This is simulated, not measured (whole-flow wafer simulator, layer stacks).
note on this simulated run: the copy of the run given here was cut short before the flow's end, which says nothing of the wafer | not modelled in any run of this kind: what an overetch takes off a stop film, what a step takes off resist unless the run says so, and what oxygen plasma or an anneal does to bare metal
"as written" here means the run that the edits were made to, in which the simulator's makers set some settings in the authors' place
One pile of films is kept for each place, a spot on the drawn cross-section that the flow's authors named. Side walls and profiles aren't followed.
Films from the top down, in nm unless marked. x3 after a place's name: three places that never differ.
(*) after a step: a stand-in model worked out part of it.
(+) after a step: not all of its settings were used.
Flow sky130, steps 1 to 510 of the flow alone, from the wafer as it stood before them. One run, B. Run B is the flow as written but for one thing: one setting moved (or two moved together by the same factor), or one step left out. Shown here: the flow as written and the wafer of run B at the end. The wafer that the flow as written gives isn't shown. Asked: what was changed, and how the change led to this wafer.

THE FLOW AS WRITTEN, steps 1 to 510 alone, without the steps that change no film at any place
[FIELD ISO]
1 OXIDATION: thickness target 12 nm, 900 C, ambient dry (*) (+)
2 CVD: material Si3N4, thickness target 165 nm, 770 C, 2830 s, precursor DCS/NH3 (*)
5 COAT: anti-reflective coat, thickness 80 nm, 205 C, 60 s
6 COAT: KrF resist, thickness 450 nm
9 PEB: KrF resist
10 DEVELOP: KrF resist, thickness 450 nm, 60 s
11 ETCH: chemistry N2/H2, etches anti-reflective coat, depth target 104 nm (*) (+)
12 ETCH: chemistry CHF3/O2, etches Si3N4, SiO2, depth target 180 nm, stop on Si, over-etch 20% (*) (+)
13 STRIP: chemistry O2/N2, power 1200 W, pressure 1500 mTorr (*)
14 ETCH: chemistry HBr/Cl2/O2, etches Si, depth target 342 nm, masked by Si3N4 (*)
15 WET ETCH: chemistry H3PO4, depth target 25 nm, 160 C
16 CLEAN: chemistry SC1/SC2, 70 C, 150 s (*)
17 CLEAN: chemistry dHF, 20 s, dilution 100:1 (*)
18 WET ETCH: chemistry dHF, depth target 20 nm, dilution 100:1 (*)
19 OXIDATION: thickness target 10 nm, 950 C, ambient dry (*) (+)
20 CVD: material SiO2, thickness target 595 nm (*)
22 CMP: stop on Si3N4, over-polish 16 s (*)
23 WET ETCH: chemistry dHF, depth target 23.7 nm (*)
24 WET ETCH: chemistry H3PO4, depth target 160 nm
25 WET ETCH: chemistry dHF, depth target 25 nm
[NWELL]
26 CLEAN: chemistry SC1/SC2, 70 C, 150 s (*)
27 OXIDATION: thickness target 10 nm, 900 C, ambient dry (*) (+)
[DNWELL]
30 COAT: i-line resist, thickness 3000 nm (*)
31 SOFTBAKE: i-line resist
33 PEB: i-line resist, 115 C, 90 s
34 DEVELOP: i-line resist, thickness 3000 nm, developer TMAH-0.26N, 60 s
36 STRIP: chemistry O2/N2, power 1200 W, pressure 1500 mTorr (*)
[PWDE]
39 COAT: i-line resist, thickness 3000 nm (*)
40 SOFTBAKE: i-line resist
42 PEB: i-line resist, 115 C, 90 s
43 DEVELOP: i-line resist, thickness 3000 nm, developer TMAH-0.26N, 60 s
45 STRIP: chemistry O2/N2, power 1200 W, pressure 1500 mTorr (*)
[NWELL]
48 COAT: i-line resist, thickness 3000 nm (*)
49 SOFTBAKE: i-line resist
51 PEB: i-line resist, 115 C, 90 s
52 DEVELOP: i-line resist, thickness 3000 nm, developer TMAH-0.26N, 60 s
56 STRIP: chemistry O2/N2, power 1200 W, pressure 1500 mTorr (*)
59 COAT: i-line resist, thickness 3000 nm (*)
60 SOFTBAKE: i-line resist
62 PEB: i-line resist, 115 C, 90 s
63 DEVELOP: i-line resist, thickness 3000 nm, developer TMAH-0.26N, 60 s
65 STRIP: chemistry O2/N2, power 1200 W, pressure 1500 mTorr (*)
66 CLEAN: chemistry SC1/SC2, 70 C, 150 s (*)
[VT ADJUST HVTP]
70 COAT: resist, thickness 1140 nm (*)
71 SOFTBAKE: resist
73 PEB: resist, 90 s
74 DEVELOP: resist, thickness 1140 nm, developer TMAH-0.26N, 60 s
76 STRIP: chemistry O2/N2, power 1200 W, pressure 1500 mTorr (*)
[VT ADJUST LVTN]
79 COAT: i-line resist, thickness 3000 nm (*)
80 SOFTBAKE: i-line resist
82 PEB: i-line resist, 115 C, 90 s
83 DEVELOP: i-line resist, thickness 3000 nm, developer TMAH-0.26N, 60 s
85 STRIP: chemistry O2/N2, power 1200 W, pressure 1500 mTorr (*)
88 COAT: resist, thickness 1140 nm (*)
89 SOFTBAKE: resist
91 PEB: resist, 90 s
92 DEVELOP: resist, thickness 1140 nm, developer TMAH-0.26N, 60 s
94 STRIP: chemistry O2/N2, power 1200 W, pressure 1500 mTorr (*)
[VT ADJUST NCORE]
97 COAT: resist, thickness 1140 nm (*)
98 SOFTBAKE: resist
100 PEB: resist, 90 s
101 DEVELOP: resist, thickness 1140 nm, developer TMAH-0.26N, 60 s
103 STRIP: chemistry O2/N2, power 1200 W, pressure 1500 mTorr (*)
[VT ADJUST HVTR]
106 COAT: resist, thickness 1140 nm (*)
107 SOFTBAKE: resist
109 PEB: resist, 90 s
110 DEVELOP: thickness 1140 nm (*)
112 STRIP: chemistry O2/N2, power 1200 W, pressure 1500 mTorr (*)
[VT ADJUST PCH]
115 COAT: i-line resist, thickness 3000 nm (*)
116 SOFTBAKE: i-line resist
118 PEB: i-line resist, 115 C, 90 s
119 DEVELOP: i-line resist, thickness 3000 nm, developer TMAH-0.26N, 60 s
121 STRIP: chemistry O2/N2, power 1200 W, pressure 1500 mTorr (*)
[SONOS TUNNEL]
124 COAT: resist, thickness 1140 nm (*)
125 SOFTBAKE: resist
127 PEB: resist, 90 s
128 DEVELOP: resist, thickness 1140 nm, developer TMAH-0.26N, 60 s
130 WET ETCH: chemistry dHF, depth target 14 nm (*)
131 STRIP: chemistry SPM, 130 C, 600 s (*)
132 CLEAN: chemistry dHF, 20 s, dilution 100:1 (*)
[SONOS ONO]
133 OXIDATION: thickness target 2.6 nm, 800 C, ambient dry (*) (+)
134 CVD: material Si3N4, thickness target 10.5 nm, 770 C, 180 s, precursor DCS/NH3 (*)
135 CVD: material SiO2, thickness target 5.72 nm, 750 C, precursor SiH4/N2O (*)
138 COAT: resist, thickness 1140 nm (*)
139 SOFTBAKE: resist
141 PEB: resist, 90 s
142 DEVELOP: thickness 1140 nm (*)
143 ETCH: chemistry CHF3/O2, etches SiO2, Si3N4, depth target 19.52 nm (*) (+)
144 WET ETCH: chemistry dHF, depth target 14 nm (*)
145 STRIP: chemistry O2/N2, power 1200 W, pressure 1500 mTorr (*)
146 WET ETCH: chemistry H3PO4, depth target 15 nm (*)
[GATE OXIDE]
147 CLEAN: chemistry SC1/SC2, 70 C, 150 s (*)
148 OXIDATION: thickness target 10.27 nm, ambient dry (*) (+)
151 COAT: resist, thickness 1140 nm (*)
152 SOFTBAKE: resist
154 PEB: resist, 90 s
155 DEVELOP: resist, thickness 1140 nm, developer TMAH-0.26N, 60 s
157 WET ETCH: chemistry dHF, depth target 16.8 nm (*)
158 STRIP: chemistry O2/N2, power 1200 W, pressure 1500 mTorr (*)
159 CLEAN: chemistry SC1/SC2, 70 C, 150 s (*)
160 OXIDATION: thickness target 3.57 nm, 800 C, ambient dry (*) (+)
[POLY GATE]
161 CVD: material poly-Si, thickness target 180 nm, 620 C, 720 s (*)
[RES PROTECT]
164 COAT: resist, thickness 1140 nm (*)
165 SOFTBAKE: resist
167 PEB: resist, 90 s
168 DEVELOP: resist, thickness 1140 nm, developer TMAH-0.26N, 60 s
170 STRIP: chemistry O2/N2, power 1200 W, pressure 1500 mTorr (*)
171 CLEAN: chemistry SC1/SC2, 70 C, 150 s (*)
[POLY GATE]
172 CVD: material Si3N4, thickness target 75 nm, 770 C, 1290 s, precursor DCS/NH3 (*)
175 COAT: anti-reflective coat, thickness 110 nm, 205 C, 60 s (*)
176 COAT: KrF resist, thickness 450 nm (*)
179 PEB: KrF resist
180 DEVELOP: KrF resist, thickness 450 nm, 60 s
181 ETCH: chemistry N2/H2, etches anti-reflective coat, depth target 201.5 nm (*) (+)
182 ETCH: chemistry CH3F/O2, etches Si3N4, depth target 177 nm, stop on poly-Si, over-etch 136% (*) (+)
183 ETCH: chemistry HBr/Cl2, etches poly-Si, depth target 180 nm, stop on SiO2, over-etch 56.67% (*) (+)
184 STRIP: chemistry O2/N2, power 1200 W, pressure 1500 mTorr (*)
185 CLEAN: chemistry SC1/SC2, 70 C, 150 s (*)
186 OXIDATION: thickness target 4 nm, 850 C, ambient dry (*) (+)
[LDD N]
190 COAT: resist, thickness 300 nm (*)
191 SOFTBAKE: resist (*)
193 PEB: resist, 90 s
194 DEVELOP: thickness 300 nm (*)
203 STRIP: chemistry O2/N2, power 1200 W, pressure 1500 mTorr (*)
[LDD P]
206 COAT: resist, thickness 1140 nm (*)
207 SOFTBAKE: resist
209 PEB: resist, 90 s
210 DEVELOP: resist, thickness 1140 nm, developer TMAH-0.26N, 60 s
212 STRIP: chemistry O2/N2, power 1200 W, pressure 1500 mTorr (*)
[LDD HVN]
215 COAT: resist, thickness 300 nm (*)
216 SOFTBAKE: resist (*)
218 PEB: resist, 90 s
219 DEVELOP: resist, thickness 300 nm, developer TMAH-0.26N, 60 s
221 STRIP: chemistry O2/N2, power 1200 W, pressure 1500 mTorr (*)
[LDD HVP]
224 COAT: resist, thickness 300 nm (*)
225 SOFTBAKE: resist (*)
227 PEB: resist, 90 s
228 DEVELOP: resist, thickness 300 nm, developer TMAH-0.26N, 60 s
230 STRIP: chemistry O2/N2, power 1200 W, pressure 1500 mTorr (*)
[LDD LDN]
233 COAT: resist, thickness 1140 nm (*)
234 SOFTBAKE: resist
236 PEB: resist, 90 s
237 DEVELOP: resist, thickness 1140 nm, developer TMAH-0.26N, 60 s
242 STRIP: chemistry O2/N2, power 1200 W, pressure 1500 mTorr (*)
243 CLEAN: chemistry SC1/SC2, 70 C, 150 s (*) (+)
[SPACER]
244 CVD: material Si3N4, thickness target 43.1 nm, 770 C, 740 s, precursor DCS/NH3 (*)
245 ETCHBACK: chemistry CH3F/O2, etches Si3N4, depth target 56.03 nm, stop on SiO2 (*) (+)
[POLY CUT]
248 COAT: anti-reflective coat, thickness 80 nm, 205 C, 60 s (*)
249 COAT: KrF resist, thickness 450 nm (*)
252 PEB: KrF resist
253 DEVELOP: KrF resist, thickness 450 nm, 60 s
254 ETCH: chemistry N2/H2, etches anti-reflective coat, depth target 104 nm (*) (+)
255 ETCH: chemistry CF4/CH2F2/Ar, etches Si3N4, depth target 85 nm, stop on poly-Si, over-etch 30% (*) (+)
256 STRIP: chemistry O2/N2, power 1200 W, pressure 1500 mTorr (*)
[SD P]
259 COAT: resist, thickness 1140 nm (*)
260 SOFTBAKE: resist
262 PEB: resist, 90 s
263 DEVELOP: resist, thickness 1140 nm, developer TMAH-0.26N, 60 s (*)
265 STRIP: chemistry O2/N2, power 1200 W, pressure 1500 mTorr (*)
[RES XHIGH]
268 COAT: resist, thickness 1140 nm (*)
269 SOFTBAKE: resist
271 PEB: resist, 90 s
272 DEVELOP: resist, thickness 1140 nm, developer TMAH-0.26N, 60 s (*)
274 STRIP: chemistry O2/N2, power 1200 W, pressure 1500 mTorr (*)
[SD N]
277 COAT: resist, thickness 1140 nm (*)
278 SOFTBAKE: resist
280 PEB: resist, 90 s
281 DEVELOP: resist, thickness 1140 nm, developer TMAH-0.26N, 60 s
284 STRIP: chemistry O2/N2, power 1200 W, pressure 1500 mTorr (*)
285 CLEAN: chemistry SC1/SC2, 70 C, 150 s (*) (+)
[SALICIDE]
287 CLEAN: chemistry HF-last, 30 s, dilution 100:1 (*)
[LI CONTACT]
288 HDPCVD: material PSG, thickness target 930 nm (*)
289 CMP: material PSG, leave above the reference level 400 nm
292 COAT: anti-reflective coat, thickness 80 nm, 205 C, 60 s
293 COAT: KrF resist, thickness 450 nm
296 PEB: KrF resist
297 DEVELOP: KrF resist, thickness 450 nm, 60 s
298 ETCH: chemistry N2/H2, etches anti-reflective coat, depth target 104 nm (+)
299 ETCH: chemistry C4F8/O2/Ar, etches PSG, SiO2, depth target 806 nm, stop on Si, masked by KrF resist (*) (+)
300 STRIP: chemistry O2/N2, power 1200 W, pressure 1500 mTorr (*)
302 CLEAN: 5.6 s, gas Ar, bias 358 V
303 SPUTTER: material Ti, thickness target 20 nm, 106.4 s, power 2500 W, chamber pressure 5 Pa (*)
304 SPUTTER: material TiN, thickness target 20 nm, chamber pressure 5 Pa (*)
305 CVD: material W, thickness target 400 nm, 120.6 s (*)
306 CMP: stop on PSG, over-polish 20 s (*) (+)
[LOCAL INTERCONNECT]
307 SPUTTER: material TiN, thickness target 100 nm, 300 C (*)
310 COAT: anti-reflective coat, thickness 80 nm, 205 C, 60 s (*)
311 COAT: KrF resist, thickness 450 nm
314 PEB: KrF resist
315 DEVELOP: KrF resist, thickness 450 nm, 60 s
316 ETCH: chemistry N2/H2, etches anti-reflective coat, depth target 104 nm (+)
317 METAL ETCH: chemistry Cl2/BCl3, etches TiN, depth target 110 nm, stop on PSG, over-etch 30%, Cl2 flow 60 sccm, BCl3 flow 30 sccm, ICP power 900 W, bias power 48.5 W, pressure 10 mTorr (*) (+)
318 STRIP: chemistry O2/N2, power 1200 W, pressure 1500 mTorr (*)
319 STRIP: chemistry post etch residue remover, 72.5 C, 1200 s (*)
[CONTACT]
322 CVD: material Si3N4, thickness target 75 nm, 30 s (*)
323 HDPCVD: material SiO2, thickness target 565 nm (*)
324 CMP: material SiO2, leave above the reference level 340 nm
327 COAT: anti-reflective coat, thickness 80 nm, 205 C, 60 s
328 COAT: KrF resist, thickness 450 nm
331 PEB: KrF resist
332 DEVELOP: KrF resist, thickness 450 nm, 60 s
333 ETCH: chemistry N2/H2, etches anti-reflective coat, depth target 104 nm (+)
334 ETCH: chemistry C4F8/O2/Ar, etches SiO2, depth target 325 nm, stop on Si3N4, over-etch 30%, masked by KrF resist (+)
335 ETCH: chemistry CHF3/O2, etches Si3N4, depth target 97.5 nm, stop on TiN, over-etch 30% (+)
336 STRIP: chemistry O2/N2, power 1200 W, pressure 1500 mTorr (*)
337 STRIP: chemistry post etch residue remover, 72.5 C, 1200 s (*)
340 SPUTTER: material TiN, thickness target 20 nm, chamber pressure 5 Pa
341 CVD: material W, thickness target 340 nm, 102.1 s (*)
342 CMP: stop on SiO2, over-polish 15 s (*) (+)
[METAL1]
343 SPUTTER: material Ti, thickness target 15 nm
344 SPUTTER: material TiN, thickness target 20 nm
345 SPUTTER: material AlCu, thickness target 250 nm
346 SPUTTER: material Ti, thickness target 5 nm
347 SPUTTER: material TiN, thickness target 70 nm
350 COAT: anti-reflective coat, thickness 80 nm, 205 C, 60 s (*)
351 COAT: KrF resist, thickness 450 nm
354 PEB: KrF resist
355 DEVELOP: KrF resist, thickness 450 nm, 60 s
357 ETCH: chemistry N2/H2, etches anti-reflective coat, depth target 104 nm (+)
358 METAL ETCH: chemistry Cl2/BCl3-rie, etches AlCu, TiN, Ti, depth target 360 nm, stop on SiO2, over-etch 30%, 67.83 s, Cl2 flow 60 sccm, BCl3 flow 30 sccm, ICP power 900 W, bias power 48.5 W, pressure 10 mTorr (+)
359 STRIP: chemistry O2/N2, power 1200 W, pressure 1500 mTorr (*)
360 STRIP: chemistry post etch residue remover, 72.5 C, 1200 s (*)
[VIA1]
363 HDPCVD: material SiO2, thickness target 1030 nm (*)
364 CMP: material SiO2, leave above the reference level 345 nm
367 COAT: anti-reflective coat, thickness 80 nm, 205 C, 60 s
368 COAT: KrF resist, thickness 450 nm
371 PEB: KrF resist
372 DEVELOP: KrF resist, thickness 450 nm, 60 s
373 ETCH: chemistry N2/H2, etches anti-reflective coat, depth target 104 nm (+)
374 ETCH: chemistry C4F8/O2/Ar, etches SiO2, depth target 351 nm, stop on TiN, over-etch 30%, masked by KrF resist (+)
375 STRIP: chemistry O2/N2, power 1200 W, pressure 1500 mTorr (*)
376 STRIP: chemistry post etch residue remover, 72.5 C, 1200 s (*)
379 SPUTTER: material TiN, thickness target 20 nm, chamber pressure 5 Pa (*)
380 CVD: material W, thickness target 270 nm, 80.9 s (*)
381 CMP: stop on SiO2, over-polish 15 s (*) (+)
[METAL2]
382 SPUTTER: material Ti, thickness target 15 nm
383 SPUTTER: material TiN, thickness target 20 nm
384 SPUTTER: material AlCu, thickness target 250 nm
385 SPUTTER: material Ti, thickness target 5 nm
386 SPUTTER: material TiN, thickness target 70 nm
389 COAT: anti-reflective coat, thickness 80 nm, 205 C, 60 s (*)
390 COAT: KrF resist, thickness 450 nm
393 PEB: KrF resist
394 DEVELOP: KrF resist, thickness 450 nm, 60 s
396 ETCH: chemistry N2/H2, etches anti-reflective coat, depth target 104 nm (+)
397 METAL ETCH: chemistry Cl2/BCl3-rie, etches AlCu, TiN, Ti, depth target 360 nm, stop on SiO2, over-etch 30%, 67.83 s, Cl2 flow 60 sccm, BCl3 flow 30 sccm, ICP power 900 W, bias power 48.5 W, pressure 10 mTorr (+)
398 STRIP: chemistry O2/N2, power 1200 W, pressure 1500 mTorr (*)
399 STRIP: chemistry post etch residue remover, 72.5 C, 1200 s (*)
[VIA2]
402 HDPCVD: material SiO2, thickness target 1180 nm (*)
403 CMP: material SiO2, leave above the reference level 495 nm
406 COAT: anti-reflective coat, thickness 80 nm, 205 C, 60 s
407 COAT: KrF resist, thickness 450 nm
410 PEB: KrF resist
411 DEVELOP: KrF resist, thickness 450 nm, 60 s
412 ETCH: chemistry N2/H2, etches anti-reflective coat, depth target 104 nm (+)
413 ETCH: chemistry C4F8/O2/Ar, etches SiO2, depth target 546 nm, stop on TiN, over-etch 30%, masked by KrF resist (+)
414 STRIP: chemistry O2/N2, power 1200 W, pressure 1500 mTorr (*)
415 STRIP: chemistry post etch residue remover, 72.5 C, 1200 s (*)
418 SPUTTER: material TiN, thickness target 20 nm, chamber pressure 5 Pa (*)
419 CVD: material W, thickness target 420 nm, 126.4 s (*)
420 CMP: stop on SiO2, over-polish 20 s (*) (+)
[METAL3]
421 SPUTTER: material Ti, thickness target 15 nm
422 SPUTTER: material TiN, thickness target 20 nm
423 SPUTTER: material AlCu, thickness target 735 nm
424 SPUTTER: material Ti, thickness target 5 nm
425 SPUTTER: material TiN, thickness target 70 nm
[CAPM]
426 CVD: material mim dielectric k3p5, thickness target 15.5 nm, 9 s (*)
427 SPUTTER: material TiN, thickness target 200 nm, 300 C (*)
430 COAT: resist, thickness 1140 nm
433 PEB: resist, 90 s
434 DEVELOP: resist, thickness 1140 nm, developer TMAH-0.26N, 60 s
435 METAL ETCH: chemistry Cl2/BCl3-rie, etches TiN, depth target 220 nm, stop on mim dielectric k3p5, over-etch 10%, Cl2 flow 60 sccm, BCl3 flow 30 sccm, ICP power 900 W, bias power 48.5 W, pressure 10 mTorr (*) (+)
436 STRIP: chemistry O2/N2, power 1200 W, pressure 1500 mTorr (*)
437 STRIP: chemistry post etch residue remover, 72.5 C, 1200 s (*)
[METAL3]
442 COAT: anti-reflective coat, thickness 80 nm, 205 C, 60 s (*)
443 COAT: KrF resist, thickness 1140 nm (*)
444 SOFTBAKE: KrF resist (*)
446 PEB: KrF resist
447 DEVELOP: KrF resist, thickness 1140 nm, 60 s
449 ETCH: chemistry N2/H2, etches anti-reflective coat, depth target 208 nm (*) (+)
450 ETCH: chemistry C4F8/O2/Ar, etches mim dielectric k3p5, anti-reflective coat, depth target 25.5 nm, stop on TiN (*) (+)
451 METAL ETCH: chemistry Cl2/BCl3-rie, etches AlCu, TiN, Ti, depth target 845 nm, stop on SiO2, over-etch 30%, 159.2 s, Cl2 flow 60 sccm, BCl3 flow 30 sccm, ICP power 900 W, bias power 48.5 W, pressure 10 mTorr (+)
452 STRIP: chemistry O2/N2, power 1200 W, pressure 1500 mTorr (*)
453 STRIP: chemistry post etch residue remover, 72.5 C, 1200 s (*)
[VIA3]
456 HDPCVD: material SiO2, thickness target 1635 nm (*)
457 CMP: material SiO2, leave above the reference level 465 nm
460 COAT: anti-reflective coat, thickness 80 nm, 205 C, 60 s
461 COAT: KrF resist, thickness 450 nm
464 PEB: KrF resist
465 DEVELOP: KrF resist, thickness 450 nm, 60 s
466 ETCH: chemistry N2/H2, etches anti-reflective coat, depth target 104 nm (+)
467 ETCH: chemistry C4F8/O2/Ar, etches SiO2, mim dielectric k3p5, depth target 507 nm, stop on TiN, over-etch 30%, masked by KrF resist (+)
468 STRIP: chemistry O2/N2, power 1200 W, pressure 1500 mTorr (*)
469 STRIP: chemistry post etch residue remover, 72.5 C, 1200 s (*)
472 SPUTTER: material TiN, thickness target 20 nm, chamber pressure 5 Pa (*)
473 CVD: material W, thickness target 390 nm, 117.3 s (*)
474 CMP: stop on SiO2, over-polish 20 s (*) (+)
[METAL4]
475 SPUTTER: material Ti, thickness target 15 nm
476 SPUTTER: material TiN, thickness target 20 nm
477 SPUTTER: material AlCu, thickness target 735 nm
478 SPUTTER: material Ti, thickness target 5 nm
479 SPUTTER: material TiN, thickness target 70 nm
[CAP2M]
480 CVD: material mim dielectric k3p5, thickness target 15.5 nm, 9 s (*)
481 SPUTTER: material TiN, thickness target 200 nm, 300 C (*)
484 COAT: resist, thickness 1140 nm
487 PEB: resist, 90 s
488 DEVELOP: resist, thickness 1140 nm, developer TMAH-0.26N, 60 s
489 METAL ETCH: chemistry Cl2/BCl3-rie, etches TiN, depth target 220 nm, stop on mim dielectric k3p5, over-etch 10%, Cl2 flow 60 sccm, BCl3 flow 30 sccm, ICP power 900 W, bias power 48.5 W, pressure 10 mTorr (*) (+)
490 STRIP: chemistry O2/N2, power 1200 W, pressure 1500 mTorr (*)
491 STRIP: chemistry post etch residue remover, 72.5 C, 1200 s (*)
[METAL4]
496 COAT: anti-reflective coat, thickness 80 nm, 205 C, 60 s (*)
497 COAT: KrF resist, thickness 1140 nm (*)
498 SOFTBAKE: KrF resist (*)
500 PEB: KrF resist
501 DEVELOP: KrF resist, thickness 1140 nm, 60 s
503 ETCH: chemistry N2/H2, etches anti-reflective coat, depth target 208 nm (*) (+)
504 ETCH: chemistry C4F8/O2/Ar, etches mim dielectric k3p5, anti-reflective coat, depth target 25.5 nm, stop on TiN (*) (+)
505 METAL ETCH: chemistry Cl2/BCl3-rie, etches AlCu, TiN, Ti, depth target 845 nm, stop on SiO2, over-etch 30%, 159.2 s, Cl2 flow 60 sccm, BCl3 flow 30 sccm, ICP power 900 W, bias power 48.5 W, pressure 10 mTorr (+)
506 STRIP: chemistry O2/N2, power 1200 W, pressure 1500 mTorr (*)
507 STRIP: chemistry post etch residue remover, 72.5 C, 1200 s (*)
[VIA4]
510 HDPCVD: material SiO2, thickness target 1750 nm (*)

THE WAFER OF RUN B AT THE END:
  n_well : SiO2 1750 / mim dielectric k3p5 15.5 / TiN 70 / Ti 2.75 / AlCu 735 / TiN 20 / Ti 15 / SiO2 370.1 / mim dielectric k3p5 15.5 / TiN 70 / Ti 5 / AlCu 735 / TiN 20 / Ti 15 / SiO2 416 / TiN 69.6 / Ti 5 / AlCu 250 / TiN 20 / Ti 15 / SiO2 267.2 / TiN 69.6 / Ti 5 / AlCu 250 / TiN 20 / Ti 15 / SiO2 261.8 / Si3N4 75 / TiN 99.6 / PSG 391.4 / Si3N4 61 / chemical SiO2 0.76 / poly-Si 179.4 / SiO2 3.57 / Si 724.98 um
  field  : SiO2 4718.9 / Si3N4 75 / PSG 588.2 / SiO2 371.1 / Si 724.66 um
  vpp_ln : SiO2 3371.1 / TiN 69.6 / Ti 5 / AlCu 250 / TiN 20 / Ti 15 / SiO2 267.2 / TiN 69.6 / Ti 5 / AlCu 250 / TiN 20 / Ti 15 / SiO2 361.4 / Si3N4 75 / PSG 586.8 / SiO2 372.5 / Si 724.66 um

The cause: step 478, SPUTTER: thickness target 2.75 nm was run, where the flow has thickness target 5 nm.
It can be read off the wafer: n_well has Ti 2.75, and step 478 as written asks for 5 nm.

How the change led to this, step by step:
  478 SPUTTER: material Ti, thickness target 5 nm
      field, active, n_well and 189 more: Ti +2.75 (new film) (as written it would be: Ti +5 (new film))
  505 METAL ETCH: chemistry Cl2/BCl3-rie, etches AlCu, TiN, Ti, depth target 845 nm, stop on SiO2, over-etch 30%, 159.2 s, Cl2 flow 60 sccm, BCl3 flow 30 sccm, ICP power 900 W, bias power 48.5 W, pressure 10 mTorr (+)
      field, active, gate and 70 more: TiN -70 (all of it), Ti -2.75 (all of it), AlCu -735 (all of it), TiN -20 (all of it), Ti -15 (all of it), SiO2 -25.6 (as written it would be: TiN -70 (all of it), Ti -5 (all of it), AlCu -735 (all of it), TiN -20 (all of it), Ti -15 (all of it), SiO2 -25.4)
      vpp_iso1, mim_edge_plate, m1_ln and 12 more: TiN -70 (all of it), Ti -2.75 (all of it), AlCu -735 (all of it), TiN -20 (all of it), Ti -15 (all of it), SiO2 -25.6 (as written it would be: TiN -70 (all of it), Ti -5 (all of it), AlCu -735 (all of it), TiN -20 (all of it), Ti -15 (all of it), SiO2 -25.3)
